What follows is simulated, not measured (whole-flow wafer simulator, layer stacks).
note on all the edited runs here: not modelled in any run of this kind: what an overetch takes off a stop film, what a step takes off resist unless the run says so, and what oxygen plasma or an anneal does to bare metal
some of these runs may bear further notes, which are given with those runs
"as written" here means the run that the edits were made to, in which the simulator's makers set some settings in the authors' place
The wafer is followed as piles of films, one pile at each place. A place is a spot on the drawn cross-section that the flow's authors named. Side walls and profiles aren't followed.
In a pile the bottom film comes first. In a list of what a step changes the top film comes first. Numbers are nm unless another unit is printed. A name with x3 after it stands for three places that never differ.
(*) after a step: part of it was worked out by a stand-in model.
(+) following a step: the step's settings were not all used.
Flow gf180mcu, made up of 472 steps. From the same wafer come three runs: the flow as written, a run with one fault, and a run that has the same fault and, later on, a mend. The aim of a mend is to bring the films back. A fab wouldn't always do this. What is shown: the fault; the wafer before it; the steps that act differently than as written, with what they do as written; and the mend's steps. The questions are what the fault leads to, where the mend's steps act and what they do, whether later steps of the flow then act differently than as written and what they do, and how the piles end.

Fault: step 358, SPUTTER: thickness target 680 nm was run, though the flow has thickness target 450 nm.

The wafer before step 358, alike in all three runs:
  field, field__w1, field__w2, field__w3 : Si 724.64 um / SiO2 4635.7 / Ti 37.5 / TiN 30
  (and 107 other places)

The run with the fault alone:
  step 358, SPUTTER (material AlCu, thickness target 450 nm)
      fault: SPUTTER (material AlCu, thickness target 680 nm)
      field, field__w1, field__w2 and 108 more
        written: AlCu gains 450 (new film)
        fault: AlCu gains 680 (new film)
  Steps further on in the flow that do not act as written:
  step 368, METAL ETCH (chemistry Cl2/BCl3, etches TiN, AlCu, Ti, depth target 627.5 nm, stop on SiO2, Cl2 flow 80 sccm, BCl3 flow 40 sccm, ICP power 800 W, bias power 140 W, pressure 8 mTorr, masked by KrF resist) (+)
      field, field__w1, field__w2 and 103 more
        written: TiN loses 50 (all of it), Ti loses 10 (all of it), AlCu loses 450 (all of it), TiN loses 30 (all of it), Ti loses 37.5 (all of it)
        fault: TiN loses 50 (all of it), Ti loses 10 (all of it), AlCu loses 567.5
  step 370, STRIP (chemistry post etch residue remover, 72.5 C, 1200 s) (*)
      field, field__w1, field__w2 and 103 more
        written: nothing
        fault: AlCu loses 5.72
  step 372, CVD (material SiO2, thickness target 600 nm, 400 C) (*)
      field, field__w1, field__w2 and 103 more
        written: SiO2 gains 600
        fault: SiO2 gains 600 (new film)
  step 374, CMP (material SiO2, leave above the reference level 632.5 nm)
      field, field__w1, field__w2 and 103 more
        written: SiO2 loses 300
        fault: SiO2 loses 244.3
  The piles end different from the flow's at field, field__w1, field__w2 and 109 more by more than 2% or 0.5 nm, whichever is larger.
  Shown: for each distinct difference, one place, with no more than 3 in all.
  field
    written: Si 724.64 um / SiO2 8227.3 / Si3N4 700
    fault: Si 724.64 um / SiO2 4635.7 / Ti 37.5 / TiN 30 / AlCu 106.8 / SiO2 3647.3 / Si3N4 700
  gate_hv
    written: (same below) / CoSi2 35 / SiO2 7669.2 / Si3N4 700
    fault: (same below) / CoSi2 35 / SiO2 4077.6 / Ti 37.5 / TiN 30 / AlCu 106.8 / SiO2 3647.3 / Si3N4 700
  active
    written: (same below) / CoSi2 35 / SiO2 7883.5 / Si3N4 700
    fault: (same below) / CoSi2 35 / SiO2 4291.9 / Ti 37.5 / TiN 30 / AlCu 106.8 / SiO2 3647.3 / Si3N4 700

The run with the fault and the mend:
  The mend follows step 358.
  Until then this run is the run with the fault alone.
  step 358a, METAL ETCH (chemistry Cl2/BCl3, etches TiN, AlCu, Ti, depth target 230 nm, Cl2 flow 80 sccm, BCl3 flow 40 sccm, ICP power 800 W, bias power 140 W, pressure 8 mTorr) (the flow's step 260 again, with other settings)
      field, field__w1, field__w2 and 108 more
        AlCu loses 230
  None of the later steps of the flow acts differently than as written at any place that is followed.
  At every place that both follow, the piles at the end match the flow's.
